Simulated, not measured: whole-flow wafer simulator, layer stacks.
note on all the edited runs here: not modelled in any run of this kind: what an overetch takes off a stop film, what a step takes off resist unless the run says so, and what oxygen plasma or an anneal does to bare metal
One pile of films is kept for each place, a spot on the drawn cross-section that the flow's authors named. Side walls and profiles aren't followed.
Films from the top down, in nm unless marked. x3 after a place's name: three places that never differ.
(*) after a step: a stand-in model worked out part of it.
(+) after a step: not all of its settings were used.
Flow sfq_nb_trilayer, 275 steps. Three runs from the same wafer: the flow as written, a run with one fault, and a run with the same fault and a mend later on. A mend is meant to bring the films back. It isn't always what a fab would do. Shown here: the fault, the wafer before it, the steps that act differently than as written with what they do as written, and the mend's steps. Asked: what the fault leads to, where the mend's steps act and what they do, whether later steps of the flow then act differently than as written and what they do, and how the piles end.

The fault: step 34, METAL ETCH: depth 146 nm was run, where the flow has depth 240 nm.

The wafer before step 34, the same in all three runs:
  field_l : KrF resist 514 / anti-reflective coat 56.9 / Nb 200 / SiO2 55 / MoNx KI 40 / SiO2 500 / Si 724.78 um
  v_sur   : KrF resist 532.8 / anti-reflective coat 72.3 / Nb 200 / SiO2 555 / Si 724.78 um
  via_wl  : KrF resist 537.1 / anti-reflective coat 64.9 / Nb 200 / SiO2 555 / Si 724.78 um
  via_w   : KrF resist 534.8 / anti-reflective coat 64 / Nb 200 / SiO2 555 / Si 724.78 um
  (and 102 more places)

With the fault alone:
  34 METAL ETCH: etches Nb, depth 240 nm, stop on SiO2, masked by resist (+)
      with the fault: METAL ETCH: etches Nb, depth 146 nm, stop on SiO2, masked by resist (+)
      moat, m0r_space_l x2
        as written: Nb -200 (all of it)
        with the fault: Nb -146
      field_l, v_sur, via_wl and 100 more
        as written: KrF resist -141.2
        with the fault: KrF resist -85.9
  Later steps of the flow that act differently than as written:
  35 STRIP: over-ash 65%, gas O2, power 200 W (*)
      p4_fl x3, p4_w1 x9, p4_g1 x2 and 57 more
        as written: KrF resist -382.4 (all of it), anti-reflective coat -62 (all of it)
        with the fault: KrF resist -437.7 (all of it), anti-reflective coat -62 (all of it)
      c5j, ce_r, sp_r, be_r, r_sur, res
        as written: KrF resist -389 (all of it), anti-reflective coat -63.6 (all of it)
        with the fault: KrF resist -444.3 (all of it), anti-reflective coat -63.6 (all of it)
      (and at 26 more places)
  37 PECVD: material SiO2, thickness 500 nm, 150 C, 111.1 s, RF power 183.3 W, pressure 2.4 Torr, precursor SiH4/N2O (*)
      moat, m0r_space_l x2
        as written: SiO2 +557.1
        with the fault: SiO2 +503.1 (new film)
  At the end the piles differ from the flow's by more than 2% or 0.5 nm, whichever is larger, at moat, m0r_space_l x2.
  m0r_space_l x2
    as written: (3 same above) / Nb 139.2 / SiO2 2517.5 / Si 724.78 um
    with the fault: (3 same above) / Nb 139.2 / SiO2 1908.5 / Nb 54 / SiO2 555 / Si 724.78 um
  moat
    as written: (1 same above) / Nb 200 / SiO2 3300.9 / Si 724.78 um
    with the fault: (1 same above) / Nb 200 / SiO2 2691.9 / Nb 54 / SiO2 555 / Si 724.78 um

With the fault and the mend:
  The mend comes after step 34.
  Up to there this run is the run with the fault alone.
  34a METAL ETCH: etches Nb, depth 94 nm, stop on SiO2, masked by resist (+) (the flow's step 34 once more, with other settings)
      field_l, v_sur, via_wl and 100 more
        KrF resist -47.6
      moat, m0r_space_l x2
        Nb -54 (all of it)
  Later steps of the flow that act differently than as written:
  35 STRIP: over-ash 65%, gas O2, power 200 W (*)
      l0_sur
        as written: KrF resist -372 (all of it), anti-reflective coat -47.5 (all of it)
        with the mend: KrF resist -379.6 (all of it), anti-reflective coat -47.5 (all of it)
  At the end the piles are the same as the flow's at every place that both follow.
